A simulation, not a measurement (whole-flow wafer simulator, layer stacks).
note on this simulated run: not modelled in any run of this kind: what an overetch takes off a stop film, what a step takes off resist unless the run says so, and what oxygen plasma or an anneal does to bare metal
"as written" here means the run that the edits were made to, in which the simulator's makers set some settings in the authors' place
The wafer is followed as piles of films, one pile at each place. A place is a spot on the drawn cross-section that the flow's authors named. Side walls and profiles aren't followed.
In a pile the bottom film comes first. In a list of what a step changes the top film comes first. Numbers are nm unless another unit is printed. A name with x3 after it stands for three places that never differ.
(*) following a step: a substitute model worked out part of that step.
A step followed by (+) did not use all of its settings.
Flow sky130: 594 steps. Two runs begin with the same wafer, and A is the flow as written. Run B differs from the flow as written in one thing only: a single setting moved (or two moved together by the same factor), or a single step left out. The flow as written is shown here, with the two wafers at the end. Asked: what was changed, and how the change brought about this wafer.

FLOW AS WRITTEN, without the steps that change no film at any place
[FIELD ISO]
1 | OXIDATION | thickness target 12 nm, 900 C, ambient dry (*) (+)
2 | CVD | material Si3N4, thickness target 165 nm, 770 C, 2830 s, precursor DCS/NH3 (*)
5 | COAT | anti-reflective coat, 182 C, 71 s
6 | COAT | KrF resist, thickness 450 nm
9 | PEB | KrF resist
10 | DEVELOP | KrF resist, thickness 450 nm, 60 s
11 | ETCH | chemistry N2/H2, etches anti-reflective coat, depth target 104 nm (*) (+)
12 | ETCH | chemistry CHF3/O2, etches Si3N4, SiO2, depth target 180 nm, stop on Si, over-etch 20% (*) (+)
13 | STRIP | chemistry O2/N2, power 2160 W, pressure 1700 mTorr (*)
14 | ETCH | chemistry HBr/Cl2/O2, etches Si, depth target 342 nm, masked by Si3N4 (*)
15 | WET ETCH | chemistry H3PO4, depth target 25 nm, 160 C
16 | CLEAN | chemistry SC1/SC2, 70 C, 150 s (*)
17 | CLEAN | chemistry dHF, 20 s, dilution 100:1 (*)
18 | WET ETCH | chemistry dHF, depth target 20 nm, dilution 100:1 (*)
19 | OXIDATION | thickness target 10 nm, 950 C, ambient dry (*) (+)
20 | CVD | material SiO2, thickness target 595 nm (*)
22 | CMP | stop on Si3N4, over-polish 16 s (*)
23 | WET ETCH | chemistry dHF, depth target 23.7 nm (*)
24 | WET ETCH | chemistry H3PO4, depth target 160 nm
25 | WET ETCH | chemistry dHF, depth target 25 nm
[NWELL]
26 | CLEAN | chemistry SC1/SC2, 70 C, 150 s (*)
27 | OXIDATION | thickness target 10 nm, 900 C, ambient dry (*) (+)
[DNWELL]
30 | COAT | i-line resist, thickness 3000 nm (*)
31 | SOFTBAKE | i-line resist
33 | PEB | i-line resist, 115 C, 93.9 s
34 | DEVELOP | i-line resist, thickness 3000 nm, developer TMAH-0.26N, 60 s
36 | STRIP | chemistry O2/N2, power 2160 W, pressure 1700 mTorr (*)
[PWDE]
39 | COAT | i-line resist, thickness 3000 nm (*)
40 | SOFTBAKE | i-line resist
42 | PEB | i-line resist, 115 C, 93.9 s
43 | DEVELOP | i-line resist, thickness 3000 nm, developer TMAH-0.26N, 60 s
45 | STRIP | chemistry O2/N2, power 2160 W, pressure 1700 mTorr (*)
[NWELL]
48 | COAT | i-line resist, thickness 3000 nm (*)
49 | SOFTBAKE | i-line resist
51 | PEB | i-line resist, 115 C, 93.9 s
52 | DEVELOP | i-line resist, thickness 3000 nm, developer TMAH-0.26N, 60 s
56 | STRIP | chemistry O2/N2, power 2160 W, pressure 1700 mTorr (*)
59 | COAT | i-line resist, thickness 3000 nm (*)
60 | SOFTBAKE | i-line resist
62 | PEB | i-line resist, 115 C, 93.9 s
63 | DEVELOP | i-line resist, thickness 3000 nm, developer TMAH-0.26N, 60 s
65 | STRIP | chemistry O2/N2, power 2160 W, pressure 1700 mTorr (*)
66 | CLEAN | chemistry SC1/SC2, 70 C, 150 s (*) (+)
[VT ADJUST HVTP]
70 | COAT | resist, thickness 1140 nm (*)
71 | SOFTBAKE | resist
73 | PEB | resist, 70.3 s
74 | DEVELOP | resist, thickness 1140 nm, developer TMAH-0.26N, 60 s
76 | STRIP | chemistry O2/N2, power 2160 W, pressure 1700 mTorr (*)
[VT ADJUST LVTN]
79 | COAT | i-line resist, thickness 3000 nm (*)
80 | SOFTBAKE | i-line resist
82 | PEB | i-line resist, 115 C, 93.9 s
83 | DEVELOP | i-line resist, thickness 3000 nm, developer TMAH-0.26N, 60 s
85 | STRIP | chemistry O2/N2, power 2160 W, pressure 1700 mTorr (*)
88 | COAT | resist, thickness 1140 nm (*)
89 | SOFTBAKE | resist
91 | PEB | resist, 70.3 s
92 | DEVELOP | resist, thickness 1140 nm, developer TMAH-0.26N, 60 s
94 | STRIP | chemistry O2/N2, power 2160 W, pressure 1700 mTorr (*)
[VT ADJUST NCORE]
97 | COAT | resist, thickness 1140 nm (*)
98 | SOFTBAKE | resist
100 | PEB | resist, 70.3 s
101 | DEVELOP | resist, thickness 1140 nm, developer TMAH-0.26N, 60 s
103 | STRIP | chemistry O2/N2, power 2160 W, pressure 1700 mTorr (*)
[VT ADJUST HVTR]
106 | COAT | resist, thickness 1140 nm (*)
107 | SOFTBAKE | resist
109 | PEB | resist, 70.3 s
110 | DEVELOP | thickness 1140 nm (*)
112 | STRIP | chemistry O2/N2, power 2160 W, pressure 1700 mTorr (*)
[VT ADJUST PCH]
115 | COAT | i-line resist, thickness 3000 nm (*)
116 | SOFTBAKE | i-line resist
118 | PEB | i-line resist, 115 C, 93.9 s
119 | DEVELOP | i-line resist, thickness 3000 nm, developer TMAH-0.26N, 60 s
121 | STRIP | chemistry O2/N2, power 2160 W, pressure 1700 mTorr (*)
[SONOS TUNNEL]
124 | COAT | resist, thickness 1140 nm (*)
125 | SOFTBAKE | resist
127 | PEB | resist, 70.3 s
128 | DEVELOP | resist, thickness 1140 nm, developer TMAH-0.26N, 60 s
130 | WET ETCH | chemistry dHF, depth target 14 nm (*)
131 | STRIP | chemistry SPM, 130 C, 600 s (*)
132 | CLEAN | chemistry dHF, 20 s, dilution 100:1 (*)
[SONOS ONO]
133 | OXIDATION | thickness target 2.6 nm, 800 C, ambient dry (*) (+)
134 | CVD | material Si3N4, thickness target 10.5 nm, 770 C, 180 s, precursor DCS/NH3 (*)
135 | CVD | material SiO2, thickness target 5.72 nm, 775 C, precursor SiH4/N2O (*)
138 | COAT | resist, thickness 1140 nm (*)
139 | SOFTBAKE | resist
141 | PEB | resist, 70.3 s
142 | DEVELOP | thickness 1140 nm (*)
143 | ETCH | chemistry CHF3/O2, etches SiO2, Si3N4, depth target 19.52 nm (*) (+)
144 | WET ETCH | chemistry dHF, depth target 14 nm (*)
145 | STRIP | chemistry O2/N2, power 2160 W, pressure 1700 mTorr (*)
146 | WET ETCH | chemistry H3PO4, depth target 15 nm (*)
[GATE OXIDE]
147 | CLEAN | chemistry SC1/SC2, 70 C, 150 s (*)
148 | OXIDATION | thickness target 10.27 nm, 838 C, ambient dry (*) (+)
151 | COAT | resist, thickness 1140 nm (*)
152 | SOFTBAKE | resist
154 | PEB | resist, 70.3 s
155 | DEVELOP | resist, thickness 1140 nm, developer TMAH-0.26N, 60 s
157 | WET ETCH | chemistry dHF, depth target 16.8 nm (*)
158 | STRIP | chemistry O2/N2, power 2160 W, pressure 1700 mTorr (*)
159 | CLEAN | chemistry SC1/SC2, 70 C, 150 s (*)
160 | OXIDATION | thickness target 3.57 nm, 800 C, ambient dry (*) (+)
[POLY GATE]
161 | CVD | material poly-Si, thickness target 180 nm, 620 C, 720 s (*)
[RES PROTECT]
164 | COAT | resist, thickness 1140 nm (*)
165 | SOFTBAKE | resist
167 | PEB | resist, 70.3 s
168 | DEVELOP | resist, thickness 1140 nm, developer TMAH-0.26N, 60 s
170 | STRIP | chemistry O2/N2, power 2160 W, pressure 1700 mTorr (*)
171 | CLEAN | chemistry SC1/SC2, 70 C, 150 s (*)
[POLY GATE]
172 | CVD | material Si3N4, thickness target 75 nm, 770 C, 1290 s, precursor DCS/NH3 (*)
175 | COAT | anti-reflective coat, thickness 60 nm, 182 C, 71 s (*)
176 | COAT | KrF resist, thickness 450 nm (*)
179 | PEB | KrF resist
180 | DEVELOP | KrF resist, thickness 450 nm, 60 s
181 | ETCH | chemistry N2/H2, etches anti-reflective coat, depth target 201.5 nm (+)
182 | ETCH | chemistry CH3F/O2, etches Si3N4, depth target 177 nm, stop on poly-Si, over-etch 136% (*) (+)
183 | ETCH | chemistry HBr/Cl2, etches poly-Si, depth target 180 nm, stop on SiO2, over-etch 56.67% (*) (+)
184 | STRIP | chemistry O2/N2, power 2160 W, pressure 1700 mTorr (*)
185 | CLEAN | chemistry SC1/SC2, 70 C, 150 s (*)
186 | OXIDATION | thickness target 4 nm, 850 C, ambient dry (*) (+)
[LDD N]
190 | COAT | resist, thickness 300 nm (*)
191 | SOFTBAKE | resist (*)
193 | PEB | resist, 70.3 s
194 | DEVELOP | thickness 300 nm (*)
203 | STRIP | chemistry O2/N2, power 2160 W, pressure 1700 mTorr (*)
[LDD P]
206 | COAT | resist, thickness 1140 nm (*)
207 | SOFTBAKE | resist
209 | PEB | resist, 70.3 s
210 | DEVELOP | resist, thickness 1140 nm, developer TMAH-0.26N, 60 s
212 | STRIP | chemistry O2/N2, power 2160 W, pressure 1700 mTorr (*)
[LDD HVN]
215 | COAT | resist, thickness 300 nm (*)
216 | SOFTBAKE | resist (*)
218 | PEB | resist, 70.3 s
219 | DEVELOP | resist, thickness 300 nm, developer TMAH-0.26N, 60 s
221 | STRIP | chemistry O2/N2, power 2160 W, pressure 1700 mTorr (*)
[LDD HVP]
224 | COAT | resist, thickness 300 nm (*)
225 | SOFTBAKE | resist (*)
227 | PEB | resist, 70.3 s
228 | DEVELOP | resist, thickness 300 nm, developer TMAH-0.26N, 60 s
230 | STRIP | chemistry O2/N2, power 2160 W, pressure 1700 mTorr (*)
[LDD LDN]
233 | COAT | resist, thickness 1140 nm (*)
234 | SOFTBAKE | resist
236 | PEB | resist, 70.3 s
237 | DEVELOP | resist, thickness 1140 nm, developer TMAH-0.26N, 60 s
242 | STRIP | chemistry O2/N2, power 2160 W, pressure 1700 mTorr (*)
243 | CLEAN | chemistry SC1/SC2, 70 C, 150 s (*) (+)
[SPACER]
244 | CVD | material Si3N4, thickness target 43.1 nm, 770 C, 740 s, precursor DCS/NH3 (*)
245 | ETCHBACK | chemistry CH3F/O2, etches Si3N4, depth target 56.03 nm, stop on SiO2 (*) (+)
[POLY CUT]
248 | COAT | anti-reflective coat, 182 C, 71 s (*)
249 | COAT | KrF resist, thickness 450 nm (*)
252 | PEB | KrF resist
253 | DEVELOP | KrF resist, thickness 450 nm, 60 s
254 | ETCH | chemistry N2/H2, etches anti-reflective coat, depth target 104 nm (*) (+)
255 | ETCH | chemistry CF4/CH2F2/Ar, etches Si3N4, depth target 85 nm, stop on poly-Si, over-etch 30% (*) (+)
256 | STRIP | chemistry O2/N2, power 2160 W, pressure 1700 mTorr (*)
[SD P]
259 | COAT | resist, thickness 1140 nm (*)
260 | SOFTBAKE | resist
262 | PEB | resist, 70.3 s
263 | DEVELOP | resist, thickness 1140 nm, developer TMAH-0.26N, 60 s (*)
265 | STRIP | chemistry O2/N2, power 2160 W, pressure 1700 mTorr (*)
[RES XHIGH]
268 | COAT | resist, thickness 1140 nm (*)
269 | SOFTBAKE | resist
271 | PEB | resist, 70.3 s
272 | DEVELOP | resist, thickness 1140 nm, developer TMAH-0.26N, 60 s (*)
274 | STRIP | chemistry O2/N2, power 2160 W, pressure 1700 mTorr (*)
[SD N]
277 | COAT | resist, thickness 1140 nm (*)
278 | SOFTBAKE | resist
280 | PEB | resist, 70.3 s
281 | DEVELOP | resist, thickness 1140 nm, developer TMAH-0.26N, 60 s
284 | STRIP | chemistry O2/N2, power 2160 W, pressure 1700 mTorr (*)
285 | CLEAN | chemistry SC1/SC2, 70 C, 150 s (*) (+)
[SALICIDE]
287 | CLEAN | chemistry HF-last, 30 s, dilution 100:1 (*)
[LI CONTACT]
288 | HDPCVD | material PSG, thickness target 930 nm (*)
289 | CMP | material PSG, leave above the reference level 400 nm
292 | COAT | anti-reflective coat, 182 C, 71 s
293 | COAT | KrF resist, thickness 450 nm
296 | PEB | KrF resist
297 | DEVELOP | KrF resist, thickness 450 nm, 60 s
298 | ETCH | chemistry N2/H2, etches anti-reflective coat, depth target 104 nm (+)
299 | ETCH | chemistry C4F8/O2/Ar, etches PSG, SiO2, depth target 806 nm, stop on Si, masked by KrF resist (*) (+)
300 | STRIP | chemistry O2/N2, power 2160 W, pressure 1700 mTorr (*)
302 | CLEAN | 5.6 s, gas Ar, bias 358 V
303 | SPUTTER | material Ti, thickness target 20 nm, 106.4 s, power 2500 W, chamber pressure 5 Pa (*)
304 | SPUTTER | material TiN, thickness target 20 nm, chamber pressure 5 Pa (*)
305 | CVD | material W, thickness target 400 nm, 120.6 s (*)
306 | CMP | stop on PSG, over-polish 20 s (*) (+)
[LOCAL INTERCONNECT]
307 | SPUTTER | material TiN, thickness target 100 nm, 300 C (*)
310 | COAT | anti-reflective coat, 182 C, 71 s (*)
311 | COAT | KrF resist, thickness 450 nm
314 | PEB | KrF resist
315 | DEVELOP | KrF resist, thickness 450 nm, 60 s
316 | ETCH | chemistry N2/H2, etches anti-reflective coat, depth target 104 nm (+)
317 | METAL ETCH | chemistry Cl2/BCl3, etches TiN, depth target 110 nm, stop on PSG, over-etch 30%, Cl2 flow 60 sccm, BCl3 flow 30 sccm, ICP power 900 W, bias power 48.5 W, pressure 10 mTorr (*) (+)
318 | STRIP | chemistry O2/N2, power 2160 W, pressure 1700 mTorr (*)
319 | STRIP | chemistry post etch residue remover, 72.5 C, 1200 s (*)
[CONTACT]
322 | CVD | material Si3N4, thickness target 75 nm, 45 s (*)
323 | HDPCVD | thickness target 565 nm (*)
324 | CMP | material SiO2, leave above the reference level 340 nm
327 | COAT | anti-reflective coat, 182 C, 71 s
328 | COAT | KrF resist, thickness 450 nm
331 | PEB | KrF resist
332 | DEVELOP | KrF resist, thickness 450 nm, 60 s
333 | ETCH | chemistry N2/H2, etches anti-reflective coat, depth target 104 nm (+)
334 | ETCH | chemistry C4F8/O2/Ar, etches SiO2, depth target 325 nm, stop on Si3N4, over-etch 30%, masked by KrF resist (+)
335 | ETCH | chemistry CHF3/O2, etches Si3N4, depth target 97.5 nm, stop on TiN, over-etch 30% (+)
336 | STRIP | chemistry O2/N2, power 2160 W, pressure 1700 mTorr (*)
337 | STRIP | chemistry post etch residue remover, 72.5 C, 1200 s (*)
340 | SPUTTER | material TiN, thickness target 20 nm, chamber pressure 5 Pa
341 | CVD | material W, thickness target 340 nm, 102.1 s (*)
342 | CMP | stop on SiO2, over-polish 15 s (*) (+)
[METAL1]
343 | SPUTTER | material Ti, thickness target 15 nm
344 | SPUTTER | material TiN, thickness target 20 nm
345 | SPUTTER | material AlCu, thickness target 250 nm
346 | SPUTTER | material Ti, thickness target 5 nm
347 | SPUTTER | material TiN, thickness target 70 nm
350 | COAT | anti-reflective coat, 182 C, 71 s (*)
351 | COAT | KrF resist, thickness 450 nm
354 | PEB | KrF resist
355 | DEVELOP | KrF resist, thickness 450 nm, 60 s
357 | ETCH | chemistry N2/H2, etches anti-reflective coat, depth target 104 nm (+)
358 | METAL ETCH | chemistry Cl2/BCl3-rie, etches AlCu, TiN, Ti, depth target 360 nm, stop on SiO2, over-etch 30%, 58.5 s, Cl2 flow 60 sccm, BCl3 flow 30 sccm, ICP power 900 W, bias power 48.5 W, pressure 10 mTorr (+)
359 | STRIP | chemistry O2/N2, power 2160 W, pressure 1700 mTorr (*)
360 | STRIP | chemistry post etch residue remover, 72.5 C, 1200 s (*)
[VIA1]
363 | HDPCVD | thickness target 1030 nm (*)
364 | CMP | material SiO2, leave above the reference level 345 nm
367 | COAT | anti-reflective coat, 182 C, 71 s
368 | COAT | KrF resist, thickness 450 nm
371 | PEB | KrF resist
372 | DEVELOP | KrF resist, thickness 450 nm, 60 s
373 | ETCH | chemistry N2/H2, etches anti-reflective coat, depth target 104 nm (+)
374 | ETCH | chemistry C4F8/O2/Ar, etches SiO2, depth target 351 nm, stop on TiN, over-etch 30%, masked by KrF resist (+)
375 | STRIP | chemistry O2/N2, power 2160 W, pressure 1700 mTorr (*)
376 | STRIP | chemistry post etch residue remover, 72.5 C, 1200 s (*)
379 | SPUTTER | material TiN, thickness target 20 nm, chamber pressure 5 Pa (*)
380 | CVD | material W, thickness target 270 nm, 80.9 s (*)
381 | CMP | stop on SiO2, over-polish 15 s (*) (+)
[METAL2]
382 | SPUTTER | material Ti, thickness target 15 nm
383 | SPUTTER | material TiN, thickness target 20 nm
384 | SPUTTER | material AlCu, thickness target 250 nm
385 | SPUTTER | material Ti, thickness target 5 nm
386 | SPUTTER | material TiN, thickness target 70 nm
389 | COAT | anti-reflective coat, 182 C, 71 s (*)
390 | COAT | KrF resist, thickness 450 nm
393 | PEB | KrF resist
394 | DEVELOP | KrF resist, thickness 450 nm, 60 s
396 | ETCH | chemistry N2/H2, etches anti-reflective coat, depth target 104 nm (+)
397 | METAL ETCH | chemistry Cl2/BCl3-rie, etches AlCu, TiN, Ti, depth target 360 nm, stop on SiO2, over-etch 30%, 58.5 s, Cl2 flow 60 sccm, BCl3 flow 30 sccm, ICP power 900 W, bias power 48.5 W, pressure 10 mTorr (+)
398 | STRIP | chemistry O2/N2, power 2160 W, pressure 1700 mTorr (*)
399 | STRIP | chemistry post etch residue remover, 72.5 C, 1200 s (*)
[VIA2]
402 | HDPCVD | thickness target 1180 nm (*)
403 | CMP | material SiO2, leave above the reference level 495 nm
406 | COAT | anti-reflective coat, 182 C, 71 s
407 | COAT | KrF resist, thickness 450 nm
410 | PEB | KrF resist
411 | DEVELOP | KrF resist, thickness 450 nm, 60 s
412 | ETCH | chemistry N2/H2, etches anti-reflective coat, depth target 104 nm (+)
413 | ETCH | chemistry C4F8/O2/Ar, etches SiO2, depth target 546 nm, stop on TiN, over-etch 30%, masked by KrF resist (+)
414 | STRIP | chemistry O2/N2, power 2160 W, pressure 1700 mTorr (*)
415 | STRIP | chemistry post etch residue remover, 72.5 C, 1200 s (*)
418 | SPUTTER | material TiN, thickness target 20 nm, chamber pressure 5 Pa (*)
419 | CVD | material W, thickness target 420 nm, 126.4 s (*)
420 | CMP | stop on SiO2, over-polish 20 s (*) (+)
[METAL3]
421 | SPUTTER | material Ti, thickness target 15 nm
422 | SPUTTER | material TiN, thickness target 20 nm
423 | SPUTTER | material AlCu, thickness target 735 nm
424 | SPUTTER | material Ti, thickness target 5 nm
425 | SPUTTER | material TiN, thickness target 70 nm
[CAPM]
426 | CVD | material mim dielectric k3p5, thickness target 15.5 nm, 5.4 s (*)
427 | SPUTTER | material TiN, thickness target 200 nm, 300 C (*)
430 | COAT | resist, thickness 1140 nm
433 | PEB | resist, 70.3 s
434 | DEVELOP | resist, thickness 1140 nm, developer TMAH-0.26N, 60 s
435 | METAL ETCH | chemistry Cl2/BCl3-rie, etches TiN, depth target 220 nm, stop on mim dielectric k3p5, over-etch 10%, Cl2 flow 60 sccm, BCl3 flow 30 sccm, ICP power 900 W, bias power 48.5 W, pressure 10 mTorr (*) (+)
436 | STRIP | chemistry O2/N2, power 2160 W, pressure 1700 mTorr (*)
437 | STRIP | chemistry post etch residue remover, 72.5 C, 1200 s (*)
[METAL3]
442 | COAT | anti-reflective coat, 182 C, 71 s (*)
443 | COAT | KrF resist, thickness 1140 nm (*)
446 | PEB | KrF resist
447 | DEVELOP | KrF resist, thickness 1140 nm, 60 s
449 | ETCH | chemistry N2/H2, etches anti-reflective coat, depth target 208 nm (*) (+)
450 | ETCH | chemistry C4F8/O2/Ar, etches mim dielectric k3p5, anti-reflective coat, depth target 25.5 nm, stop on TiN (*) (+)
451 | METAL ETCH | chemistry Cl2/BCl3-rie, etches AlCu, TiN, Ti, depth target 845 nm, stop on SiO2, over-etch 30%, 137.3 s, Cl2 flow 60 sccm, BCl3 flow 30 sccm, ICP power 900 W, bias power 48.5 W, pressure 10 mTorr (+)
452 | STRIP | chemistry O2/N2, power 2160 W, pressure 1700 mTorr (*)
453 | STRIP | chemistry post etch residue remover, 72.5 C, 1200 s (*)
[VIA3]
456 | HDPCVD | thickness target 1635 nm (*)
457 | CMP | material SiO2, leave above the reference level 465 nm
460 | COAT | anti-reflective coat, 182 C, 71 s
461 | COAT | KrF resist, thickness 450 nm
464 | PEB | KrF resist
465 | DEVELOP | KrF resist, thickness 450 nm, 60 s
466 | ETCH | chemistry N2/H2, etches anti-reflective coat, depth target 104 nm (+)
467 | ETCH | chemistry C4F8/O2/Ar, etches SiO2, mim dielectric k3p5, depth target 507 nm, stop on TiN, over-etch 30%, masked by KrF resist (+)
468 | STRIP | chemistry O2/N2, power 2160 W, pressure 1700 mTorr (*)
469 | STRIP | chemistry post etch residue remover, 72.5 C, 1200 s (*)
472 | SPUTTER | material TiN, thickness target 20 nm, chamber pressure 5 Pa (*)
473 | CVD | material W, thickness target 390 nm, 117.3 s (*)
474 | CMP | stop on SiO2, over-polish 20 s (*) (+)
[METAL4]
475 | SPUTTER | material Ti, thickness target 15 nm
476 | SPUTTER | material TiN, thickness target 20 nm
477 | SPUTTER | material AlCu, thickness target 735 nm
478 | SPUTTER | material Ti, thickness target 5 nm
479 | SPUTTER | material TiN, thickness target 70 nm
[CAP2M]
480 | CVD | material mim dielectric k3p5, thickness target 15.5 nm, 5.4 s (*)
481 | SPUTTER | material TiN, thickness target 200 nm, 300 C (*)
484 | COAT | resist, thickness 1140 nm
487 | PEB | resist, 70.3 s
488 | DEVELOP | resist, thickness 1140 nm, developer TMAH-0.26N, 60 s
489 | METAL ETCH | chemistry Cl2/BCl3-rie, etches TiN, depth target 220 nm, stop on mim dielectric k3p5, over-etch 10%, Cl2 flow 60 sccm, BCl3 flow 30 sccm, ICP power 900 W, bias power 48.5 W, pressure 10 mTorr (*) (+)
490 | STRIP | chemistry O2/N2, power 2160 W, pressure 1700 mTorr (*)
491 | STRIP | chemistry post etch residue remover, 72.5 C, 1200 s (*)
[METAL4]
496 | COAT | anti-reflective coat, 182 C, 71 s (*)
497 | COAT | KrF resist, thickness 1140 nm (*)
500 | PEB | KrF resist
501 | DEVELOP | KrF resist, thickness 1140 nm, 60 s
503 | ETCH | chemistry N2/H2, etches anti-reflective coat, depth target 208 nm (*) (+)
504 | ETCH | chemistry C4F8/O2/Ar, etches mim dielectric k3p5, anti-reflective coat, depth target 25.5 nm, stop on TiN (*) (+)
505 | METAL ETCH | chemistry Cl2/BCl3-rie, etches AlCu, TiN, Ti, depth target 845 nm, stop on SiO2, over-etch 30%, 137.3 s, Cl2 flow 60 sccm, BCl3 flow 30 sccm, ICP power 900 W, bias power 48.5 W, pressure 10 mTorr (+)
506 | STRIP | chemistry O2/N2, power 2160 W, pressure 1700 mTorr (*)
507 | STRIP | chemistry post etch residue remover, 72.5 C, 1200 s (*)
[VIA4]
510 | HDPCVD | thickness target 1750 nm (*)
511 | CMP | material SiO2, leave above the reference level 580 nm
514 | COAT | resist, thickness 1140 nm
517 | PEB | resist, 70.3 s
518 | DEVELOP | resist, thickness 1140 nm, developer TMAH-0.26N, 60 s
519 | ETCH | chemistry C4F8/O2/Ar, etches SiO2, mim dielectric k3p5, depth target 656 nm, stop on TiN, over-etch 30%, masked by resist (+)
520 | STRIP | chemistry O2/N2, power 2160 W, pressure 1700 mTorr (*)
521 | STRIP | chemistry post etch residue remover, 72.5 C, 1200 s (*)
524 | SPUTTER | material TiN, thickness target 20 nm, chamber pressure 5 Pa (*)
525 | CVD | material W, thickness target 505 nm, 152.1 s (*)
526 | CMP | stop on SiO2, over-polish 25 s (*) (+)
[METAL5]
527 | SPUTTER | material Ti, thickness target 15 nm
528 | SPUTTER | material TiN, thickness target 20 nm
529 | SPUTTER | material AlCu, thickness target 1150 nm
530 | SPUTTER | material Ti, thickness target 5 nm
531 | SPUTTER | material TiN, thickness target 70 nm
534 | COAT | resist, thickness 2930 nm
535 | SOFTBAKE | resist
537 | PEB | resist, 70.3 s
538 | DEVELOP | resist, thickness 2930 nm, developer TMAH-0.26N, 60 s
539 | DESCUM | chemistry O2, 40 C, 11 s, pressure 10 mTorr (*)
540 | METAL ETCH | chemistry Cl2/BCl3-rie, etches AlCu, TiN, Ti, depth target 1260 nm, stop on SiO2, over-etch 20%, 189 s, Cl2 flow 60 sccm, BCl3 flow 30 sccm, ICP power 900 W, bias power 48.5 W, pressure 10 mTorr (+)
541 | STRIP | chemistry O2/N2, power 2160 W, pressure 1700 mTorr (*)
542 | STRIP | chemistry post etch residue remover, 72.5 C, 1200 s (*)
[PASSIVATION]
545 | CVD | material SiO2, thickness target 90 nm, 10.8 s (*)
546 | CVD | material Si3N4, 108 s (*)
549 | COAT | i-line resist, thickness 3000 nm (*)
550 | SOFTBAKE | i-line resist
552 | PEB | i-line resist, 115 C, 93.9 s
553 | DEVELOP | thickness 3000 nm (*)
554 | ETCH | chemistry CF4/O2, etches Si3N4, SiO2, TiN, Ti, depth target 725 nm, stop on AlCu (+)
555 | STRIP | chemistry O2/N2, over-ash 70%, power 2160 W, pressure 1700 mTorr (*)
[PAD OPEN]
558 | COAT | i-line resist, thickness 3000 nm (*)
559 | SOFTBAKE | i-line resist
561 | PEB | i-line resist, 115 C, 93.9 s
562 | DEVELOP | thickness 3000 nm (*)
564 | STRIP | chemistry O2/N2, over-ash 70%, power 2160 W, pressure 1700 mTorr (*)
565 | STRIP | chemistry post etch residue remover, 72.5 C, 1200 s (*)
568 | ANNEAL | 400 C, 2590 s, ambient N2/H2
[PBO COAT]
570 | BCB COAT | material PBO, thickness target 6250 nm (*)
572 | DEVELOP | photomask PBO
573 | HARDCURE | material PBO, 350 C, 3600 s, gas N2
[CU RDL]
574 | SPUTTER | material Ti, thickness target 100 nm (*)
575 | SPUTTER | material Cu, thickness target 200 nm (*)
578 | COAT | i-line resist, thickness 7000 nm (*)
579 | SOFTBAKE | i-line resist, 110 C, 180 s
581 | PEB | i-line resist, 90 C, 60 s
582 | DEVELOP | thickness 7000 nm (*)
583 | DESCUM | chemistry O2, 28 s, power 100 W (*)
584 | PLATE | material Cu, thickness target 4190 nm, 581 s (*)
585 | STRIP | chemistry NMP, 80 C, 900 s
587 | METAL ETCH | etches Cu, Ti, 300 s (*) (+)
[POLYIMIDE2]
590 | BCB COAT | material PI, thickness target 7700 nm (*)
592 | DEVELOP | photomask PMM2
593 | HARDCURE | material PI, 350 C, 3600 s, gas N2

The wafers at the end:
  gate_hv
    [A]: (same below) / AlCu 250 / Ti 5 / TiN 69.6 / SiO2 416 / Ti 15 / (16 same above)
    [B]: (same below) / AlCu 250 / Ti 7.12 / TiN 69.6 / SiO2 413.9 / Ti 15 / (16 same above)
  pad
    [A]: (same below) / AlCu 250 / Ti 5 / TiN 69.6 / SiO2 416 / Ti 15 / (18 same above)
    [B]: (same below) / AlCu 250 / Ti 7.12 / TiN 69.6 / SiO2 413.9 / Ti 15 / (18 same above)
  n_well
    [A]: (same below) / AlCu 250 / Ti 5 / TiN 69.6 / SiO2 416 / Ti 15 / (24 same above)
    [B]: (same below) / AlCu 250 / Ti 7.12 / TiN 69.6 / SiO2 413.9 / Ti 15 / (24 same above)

Cause: step 385, SPUTTER: thickness target 7.12 nm was run, though the flow has thickness target 5 nm.
One can read it off the wafer: gate_hv has Ti 7.12, and step 385 as written asks for 5 nm.

Step by step, how the change led to this:
  385 | SPUTTER | material Ti, thickness target 5 nm
      field, active, n_well and 188 more: A Ti gains 5 (new film) | B Ti gains 7.12 (new film)
  397 | METAL ETCH | chemistry Cl2/BCl3-rie, etches AlCu, TiN, Ti, depth target 360 nm, stop on SiO2, over-etch 30%, 58.5 s, Cl2 flow 60 sccm, BCl3 flow 30 sccm, ICP power 900 W, bias power 48.5 W, pressure 10 mTorr (+)
      field, active, gate and 82 more: A TiN loses 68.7 (all of it), Ti loses 5 (all of it), AlCu loses 250 (all of it), TiN loses 20 (all of it), Ti loses 15 (all of it), SiO2 loses 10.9 | B TiN loses 68.7 (all of it), Ti loses 7.12 (all of it), AlCu loses 250 (all of it), TiN loses 20 (all of it), Ti loses 15 (all of it), SiO2 loses 10.7
